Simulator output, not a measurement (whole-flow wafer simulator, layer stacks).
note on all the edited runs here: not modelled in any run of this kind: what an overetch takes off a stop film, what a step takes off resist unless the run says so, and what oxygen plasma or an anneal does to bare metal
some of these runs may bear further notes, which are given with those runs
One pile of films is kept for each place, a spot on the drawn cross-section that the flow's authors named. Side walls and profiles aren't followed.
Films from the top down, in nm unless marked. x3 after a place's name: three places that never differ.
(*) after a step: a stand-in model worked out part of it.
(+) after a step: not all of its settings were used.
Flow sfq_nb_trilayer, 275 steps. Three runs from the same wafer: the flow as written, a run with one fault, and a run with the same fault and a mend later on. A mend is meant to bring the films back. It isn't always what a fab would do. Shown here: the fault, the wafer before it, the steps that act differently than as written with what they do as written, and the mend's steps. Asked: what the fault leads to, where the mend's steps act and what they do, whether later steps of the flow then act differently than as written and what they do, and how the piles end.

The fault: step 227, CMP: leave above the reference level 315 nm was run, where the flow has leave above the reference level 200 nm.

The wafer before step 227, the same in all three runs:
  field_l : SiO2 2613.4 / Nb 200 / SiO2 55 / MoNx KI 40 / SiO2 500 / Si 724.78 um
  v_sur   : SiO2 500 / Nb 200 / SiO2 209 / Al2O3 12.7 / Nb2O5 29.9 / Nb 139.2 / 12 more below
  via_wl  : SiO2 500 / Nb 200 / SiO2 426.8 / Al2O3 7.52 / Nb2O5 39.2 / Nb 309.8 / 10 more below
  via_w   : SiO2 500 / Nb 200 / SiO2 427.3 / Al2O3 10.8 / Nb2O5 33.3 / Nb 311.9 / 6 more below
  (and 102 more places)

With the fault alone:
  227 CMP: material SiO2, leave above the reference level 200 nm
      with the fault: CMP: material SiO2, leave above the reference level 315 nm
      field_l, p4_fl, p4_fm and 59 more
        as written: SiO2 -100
        with the fault: nothing
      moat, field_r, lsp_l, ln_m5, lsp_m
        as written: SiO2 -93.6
        with the fault: nothing
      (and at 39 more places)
  Later steps of the flow that act differently than as written (6 more steps differ only slightly, by at most 2% or 0.5 nm, whichever is larger, and aren't shown):
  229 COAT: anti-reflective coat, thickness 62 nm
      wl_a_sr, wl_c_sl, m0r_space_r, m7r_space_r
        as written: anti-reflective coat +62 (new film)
        with the fault: anti-reflective coat +64.2 (new film)
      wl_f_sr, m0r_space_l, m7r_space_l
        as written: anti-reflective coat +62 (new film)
        with the fault: anti-reflective coat +64.1 (new film)
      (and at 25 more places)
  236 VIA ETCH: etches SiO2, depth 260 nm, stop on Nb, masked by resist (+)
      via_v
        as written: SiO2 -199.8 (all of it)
        with the fault: SiO2 -260
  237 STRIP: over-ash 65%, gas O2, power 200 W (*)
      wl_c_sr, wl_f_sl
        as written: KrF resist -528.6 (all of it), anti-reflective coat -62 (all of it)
        with the fault: KrF resist -530.5 (all of it), anti-reflective coat -64 (all of it)
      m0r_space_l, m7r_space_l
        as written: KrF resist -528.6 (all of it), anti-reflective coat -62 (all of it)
        with the fault: KrF resist -530.8 (all of it), anti-reflective coat -64.1 (all of it)
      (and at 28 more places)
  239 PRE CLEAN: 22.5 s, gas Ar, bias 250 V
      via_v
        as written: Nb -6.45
        with the fault: SiO2 -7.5
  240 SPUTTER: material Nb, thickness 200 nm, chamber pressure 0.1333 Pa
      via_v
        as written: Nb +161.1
        with the fault: Nb +146.9 (new film)
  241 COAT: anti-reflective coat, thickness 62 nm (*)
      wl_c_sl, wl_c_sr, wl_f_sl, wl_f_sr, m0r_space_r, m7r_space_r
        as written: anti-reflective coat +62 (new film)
        with the fault: anti-reflective coat +63.9 (new film)
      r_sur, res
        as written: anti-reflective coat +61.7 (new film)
        with the fault: anti-reflective coat +60.4 (new film)
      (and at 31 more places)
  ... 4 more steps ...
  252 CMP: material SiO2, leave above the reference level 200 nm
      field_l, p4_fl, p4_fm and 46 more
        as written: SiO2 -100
        with the fault: SiO2 -85
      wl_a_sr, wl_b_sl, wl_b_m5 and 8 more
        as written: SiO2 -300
        with the fault: SiO2 -285
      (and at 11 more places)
  At the end the piles differ from the flow's by more than 2% or 0.5 nm, whichever is larger, at field_l, v_sur, via_wl and 103 more.
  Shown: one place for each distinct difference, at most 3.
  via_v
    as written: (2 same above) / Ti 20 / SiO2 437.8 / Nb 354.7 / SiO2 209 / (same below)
    with the fault: (2 same above) / Ti 20 / SiO2 513.3 / Nb 146.9 / SiO2 47.3 / Nb 200 / SiO2 209 / (same below)
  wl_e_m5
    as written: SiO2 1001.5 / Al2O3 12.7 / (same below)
    with the fault: SiO2 1116.5 / Al2O3 12.7 / (same below)
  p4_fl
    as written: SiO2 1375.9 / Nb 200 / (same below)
    with the fault: SiO2 1490.9 / Nb 200 / (same below)

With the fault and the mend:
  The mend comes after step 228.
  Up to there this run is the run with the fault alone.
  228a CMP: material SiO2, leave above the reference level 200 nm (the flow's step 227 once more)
      field_l, p4_fl, p4_fm and 59 more
        SiO2 -100
      v_sur, via_wl, via_w and 33 more
        SiO2 -115
      moat, field_r, lsp_l, ln_m5, lsp_m
        SiO2 -93.6
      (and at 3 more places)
  No later step of the flow acts differently than as written at any place that is followed.
  At the end the piles are the same as the flow's at every place that both follow.
